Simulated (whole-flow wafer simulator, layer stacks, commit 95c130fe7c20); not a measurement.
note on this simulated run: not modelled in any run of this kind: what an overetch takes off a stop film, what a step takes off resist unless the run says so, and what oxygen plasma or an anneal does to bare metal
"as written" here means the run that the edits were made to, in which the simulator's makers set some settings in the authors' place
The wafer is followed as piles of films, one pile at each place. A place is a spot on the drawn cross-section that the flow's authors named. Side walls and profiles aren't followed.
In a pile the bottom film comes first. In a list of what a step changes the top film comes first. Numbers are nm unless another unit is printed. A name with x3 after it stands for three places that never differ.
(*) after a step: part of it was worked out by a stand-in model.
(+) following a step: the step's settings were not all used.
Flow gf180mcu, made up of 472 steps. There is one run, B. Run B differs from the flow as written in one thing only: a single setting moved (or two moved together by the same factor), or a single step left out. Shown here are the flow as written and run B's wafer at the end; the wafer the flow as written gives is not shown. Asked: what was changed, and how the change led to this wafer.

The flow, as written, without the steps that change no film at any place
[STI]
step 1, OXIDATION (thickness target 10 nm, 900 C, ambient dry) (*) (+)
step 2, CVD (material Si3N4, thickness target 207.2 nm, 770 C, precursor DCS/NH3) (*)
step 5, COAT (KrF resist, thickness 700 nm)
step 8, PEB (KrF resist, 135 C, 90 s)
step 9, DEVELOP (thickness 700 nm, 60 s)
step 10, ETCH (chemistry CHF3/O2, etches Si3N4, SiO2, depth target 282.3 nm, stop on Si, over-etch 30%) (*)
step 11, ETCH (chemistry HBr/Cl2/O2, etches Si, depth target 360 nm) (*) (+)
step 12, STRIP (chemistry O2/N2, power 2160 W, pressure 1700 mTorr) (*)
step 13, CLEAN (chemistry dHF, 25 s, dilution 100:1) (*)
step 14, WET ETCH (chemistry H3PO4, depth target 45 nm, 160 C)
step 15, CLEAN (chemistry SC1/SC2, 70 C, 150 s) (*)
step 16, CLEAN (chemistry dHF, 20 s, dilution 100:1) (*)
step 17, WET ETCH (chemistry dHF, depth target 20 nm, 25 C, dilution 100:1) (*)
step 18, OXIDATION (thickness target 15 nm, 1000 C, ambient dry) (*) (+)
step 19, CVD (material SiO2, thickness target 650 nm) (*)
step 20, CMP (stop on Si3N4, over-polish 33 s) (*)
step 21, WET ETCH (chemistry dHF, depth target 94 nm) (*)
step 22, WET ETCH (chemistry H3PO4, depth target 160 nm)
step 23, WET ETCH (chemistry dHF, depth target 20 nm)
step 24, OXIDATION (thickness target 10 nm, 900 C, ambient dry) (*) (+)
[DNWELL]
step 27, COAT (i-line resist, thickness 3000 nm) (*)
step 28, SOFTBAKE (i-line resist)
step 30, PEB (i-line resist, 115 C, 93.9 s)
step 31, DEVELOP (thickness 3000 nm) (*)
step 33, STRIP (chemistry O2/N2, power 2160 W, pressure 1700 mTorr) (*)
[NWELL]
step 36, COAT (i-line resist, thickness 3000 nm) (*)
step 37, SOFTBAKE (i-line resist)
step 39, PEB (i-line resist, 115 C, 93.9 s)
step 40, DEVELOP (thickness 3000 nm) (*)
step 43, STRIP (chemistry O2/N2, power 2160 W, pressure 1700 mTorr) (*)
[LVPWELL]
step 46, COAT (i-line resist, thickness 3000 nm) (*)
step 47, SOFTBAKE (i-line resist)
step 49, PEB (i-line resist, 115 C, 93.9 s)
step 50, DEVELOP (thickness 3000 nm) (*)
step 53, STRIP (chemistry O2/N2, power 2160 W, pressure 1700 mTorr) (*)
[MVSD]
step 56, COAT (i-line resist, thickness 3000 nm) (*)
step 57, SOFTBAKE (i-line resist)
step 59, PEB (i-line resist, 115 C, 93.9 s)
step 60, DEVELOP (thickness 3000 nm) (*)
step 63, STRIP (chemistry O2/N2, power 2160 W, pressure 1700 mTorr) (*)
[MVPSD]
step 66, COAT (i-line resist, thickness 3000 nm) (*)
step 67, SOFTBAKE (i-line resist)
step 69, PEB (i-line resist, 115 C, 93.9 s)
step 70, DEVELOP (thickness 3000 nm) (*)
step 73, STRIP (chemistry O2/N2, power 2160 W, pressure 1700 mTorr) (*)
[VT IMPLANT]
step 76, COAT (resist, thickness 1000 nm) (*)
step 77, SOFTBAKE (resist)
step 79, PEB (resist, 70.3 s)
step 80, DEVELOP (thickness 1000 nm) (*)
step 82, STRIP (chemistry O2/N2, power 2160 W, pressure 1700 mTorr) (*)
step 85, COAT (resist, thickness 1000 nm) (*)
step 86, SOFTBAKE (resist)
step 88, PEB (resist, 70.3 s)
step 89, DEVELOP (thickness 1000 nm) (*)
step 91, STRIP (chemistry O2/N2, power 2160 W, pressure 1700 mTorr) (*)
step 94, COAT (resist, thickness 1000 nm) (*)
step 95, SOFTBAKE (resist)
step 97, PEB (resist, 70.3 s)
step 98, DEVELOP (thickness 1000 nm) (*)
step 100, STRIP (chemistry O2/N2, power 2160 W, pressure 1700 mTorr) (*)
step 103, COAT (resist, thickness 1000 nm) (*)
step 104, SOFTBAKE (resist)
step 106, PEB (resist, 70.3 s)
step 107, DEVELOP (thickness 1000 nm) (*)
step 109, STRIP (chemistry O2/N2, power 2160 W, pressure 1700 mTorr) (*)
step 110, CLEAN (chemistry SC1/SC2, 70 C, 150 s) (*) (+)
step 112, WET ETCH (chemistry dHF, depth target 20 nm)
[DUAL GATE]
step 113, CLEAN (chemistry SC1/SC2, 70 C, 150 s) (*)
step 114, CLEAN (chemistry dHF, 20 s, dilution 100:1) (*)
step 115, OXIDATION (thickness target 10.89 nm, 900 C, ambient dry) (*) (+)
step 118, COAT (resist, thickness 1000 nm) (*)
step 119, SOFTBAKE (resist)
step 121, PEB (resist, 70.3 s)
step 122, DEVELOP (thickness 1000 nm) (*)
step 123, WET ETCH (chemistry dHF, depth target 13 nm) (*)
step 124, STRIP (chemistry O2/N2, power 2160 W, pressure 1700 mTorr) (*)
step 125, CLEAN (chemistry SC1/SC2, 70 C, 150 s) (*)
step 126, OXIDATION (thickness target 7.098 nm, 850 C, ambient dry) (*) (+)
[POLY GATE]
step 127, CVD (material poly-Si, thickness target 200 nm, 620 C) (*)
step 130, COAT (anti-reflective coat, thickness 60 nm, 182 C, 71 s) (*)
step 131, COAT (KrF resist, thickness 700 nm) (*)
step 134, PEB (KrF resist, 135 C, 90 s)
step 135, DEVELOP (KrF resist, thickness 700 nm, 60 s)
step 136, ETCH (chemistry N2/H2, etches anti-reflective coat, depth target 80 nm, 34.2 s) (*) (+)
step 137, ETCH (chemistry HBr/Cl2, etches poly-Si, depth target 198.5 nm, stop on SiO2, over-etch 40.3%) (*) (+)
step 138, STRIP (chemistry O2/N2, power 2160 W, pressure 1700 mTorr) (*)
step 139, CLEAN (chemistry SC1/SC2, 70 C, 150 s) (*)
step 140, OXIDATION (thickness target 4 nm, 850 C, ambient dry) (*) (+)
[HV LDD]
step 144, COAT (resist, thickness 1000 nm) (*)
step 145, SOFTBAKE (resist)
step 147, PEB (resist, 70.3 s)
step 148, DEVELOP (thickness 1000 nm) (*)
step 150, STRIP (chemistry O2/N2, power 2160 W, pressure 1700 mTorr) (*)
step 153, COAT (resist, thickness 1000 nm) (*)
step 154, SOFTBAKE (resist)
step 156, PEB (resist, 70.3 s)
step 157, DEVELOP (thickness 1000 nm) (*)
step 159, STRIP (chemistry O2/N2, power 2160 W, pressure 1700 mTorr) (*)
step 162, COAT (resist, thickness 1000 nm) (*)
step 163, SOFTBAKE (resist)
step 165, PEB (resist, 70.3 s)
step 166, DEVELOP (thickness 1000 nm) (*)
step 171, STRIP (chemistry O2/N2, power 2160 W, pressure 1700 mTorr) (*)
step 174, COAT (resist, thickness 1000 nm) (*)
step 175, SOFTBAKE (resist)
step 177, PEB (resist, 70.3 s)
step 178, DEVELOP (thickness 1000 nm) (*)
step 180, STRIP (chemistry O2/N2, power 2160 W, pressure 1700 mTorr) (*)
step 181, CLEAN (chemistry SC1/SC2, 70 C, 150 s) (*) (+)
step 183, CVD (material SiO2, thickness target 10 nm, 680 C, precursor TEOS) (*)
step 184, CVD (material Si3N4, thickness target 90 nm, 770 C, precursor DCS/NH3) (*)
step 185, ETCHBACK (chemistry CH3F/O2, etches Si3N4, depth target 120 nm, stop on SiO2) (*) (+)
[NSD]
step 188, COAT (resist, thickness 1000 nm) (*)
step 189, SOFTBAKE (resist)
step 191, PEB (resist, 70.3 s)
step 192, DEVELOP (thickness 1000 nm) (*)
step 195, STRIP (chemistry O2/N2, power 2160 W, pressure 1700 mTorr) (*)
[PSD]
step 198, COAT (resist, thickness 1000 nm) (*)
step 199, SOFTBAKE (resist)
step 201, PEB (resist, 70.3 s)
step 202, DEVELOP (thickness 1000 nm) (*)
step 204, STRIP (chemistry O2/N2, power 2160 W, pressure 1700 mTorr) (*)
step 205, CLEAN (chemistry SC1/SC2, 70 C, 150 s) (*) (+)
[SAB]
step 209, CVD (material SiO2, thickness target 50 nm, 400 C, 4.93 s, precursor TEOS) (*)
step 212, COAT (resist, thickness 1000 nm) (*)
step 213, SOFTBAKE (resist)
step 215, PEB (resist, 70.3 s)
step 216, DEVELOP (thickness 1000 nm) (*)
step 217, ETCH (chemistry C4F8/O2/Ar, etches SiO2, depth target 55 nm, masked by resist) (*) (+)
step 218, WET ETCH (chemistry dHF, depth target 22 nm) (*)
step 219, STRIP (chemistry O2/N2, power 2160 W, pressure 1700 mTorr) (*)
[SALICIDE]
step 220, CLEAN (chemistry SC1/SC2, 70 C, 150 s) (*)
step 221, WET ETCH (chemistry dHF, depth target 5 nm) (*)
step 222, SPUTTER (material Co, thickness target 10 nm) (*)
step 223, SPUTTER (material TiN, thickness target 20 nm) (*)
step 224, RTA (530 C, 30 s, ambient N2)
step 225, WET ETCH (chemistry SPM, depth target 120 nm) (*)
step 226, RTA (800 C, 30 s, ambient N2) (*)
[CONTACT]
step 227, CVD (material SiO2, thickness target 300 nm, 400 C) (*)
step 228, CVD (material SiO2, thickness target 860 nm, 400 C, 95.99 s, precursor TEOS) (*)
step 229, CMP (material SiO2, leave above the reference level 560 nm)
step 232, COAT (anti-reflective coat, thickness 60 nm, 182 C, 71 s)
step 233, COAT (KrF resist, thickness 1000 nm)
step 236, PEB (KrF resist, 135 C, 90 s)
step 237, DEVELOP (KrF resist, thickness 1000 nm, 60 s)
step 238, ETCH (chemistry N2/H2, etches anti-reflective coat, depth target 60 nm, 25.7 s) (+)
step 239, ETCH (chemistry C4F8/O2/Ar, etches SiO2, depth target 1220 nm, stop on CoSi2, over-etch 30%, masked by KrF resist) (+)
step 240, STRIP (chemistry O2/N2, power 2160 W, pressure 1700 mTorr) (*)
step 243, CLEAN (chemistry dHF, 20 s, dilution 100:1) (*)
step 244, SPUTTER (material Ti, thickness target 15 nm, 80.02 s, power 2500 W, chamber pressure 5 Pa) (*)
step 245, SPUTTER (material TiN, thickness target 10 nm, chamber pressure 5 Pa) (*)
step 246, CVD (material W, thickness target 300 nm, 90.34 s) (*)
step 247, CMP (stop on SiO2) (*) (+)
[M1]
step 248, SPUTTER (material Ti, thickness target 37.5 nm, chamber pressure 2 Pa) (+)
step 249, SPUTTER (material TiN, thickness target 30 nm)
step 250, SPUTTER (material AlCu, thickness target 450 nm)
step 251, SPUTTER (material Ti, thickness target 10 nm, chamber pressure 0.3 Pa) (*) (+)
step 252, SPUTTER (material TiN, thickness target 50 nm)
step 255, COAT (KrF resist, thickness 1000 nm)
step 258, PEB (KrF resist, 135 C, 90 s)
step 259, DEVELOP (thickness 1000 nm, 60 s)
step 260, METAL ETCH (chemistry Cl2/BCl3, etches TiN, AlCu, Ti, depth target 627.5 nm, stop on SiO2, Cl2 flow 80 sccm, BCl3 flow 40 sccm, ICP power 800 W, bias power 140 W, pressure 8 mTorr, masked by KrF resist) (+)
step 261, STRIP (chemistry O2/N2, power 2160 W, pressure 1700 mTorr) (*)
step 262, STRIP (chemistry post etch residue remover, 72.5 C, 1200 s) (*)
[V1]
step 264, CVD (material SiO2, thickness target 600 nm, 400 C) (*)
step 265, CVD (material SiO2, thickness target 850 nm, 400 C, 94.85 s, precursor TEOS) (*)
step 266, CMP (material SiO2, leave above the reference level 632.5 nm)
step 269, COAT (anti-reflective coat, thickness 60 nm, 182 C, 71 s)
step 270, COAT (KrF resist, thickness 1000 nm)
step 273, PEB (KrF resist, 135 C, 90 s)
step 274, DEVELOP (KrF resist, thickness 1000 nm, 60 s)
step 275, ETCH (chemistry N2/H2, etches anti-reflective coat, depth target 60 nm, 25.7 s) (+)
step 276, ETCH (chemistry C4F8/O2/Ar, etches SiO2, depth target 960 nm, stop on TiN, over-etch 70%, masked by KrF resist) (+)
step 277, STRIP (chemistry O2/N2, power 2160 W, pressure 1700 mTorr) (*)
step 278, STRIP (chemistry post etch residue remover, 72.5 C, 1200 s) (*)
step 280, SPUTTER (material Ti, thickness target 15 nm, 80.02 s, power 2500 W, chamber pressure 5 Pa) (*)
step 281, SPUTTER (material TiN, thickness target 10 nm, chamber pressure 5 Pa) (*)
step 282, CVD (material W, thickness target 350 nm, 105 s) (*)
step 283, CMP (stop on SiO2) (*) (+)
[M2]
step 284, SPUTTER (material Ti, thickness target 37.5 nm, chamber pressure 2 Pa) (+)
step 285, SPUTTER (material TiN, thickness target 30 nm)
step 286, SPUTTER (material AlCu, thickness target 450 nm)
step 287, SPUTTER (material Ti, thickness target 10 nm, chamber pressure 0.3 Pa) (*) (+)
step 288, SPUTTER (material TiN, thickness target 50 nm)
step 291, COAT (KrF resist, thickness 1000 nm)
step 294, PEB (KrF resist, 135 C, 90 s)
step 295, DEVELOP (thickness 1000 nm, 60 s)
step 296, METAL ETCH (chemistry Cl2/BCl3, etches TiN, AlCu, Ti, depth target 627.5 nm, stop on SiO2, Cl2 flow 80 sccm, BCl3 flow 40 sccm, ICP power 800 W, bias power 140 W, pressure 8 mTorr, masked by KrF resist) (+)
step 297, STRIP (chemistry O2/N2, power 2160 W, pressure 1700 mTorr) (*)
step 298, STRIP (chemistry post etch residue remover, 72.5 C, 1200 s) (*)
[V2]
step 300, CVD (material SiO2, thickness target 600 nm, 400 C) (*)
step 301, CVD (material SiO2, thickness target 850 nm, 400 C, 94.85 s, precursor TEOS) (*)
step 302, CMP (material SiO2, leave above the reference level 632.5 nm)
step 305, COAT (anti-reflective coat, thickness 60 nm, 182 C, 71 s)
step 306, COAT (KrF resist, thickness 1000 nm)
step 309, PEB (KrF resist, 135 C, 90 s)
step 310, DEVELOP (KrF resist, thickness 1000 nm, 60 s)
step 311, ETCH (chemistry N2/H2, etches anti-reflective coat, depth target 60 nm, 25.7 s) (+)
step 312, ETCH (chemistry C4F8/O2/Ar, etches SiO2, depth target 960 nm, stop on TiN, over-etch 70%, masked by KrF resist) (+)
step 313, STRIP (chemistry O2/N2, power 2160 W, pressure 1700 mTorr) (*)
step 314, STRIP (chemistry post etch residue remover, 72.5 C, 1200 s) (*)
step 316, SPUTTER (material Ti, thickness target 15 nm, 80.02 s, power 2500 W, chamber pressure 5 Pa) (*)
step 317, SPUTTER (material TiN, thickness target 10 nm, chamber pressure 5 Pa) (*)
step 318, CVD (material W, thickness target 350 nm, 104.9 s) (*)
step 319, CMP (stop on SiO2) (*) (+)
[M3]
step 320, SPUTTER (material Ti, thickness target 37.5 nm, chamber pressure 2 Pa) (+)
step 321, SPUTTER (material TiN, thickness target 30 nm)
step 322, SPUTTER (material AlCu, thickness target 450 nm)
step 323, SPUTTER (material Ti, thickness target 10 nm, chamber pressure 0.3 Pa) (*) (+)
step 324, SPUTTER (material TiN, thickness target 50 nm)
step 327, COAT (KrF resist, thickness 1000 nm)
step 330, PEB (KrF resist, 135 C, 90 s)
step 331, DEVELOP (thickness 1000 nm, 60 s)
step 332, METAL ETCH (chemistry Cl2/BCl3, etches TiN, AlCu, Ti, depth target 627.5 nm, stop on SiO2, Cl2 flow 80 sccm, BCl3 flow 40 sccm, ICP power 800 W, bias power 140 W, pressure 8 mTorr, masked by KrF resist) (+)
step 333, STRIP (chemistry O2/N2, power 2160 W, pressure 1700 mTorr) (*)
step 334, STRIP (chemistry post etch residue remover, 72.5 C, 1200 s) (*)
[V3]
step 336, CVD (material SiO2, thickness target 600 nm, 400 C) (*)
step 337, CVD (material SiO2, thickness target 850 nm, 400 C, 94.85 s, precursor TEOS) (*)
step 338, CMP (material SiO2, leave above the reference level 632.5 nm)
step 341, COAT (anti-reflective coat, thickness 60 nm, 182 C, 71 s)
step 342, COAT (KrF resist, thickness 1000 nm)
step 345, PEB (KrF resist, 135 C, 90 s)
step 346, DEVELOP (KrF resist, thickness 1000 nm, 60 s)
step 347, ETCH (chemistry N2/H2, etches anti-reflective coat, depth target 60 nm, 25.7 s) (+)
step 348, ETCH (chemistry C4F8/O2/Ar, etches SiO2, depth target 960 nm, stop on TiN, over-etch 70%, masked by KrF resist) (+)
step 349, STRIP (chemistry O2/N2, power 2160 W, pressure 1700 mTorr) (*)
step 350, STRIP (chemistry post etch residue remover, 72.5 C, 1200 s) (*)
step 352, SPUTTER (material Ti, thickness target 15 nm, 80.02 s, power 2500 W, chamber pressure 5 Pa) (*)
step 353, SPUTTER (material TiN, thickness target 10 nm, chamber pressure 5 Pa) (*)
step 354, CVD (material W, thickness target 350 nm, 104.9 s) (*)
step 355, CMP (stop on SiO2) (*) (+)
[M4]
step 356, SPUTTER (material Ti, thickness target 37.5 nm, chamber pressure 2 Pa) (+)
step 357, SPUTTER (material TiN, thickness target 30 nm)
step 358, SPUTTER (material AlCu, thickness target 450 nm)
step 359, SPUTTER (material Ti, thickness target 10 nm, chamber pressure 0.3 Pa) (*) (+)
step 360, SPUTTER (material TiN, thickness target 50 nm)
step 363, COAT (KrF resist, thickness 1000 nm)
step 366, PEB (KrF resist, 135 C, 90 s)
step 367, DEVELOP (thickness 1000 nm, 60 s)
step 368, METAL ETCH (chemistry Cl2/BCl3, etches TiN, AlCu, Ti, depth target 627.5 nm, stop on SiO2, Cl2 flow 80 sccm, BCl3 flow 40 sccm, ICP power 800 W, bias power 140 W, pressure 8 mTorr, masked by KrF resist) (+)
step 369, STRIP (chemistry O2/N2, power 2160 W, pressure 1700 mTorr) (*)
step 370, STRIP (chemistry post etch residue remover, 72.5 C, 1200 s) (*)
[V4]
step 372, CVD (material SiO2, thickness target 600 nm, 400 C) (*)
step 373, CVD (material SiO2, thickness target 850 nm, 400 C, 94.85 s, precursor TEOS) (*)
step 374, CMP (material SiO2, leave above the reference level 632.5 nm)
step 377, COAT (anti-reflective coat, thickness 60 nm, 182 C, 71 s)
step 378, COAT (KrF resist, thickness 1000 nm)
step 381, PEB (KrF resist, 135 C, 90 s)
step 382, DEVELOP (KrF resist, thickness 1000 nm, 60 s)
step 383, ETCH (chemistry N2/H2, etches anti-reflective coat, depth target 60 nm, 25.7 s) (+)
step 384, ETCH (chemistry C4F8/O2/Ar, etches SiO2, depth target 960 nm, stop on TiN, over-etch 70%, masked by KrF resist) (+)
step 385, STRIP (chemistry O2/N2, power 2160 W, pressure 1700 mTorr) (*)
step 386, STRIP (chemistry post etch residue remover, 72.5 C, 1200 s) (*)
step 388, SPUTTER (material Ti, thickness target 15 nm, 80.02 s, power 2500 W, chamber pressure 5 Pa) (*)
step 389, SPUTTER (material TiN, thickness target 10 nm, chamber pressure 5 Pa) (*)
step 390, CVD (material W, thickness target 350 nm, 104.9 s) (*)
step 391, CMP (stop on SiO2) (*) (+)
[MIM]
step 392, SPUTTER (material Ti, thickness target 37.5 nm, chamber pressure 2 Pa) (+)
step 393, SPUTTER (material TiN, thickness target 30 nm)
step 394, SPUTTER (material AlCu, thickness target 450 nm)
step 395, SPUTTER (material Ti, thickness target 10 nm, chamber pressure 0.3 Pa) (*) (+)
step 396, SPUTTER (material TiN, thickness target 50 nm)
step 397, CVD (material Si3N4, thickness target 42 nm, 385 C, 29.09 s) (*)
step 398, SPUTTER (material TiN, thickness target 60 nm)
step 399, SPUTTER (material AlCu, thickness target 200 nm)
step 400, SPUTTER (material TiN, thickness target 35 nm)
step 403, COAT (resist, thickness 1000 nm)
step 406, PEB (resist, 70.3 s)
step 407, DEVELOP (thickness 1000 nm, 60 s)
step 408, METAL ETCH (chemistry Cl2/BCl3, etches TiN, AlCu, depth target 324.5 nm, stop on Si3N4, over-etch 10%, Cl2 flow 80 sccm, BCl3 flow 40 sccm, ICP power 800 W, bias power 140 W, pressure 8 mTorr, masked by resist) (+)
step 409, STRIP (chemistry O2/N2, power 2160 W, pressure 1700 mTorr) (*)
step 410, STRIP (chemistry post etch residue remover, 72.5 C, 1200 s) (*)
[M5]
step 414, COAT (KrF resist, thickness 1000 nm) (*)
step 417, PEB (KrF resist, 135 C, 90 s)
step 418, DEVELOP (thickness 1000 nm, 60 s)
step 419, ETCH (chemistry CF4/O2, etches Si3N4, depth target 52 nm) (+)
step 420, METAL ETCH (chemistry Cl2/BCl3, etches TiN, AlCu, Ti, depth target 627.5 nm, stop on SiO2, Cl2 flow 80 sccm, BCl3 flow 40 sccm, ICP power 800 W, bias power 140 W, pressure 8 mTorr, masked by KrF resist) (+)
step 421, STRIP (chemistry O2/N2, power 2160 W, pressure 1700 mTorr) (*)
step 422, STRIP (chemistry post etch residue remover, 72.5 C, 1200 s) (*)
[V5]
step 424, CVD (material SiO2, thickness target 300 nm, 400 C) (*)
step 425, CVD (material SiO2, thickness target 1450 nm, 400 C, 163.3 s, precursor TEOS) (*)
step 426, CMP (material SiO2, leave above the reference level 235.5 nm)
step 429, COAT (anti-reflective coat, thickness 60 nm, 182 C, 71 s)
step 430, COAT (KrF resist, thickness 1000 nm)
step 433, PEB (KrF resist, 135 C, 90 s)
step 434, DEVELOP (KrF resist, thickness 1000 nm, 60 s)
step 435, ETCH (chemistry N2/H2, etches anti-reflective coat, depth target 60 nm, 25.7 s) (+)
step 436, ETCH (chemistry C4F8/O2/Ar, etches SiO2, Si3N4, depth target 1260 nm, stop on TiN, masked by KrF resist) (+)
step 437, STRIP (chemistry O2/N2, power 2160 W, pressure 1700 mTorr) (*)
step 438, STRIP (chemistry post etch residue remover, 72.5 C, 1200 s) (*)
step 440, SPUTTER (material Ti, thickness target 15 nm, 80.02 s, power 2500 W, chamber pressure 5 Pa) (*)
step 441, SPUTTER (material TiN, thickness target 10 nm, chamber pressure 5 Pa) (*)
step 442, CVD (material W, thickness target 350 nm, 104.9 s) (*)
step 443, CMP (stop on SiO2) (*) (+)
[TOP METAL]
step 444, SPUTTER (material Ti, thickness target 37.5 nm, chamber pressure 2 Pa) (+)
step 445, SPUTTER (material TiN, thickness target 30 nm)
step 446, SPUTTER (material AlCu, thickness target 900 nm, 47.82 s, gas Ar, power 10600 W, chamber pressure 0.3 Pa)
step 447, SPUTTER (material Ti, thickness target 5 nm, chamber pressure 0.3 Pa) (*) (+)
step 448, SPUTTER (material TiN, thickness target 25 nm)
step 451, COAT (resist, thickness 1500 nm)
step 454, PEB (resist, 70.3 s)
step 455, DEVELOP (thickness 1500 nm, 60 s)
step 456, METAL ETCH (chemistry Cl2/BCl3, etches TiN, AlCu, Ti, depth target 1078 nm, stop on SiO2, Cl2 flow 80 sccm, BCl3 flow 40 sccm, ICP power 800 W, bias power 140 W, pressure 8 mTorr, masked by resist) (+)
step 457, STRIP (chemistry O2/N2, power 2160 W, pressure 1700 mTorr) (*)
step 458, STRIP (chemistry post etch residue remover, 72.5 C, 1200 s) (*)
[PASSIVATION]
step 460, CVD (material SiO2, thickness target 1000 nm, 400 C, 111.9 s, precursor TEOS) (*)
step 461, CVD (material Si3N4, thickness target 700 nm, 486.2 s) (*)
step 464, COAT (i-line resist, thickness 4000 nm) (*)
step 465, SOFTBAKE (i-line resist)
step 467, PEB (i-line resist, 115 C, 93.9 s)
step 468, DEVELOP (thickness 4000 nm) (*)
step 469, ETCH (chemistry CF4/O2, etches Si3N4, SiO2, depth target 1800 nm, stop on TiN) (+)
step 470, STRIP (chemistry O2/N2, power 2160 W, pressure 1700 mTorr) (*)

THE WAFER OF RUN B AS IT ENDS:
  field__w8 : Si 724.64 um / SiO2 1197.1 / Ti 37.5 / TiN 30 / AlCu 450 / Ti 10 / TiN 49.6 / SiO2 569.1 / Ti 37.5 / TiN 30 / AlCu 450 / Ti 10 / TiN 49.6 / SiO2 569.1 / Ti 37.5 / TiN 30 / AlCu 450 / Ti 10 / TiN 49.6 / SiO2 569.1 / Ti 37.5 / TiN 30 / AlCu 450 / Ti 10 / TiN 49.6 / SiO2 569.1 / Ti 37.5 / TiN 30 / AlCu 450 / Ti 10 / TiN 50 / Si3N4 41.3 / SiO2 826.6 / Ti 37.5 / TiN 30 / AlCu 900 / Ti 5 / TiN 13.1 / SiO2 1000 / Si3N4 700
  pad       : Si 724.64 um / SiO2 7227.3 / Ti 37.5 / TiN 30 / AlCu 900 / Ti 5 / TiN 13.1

The reason: step 448, SPUTTER: thickness target 13.5 nm was run, whereas the flow has thickness target 25 nm.

How this came from the change, step by step:
  step 448, SPUTTER (material TiN, thickness target 25 nm)
      field, field__w1, field__w2 and 109 more: TiN gains 13.5 (new film) (it would be, as written: TiN gains 25 (new film))
  step 456, METAL ETCH (chemistry Cl2/BCl3, etches TiN, AlCu, Ti, depth target 1078 nm, stop on SiO2, Cl2 flow 80 sccm, BCl3 flow 40 sccm, ICP power 800 W, bias power 140 W, pressure 8 mTorr, masked by resist) (+)
      field, field__w1, field__w2 and 103 more: TiN loses 13.5 (all of it), Ti loses 5 (all of it), AlCu loses 900 (all of it), TiN loses 30 (all of it), Ti loses 37.5 (all of it) (it would be, as written: TiN loses 25 (all of it), Ti loses 5 (all of it), AlCu loses 900 (all of it), TiN loses 30 (all of it), Ti loses 37.5 (all of it))
